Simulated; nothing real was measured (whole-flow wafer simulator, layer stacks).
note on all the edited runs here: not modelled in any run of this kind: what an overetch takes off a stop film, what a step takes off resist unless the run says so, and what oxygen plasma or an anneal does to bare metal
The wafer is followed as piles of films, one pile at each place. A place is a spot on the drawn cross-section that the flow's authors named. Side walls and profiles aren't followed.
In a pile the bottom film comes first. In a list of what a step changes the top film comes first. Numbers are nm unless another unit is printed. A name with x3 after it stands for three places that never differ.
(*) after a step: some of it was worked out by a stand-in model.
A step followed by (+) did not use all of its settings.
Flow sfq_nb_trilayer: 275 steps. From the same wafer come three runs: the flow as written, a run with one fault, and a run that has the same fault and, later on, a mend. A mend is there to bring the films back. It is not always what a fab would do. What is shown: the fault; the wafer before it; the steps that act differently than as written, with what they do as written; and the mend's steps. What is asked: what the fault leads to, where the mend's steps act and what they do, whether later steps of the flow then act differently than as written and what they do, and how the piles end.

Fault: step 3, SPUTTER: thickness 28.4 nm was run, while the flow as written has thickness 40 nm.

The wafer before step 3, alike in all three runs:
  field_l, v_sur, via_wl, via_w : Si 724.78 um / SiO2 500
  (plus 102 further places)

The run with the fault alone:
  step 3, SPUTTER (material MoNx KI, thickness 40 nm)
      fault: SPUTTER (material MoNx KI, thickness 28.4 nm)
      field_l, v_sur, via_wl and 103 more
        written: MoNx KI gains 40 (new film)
        fault: MoNx KI gains 28.4 (new film)
  Steps further on in the flow that do not act as written (not shown: 9 more steps that differ only slightly, by at most 2% or 0.5 nm, whichever is larger):
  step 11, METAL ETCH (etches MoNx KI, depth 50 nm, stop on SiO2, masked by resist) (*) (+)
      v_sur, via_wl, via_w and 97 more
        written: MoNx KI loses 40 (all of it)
        fault: MoNx KI loses 28.4 (all of it)
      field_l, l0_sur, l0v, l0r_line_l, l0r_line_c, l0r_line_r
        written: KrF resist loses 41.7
        fault: KrF resist loses 35.5
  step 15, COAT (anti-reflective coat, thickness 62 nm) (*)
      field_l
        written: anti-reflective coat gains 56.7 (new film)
        fault: anti-reflective coat gains 58.1 (new film)
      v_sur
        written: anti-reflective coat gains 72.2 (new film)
        fault: anti-reflective coat gains 69.3 (new film)
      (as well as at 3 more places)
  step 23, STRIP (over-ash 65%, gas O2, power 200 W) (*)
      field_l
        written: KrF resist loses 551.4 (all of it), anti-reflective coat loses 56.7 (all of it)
        fault: KrF resist loses 553.9 (all of it), anti-reflective coat loses 58.1 (all of it)
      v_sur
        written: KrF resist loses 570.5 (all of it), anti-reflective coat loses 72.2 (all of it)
        fault: KrF resist loses 567.2 (all of it), anti-reflective coat loses 69.3 (all of it)
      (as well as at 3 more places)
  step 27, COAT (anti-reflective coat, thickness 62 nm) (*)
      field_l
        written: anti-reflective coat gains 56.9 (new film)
        fault: anti-reflective coat gains 58.2 (new film)
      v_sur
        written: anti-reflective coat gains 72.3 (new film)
        fault: anti-reflective coat gains 69.4 (new film)
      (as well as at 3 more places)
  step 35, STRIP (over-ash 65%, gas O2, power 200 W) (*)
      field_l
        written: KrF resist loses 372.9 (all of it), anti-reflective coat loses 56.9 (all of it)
        fault: KrF resist loses 375.7 (all of it), anti-reflective coat loses 58.2 (all of it)
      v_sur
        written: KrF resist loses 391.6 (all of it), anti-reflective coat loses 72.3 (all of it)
        fault: KrF resist loses 388.7 (all of it), anti-reflective coat loses 69.4 (all of it)
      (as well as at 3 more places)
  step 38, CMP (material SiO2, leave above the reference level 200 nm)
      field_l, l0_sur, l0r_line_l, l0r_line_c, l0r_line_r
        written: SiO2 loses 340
        fault: SiO2 loses 328.4
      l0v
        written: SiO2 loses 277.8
        fault: SiO2 loses 266.2
  The piles end different from the flow's at field_l, l0_sur, l0v, l0r_line_l, l0r_line_c, l0r_line_r by more than 2% or 0.5 nm, whichever is larger.
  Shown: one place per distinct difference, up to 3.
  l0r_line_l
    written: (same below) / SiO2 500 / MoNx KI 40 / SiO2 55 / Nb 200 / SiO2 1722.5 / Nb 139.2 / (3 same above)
    fault: (same below) / SiO2 500 / MoNx KI 28.4 / SiO2 55 / Nb 200 / SiO2 1734.1 / Nb 139.2 / (3 same above)
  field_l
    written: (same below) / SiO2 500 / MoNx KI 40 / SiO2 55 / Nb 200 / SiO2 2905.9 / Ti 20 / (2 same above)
    fault: (same below) / SiO2 500 / MoNx KI 28.4 / SiO2 55 / Nb 200 / SiO2 2917.5 / Ti 20 / (2 same above)
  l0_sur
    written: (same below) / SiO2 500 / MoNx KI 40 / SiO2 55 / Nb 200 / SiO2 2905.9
    fault: (same below) / SiO2 500 / MoNx KI 28.4 / SiO2 55 / Nb 200 / SiO2 2917.5

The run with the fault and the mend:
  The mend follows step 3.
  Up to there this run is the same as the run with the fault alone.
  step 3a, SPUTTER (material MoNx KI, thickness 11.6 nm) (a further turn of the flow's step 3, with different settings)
      field_l, v_sur, via_wl and 103 more
        MoNx KI gains 11.6
  Later steps of the flow that are run all act as written at every place that is followed.
  At every place that both follow, the piles at the end match the flow's.
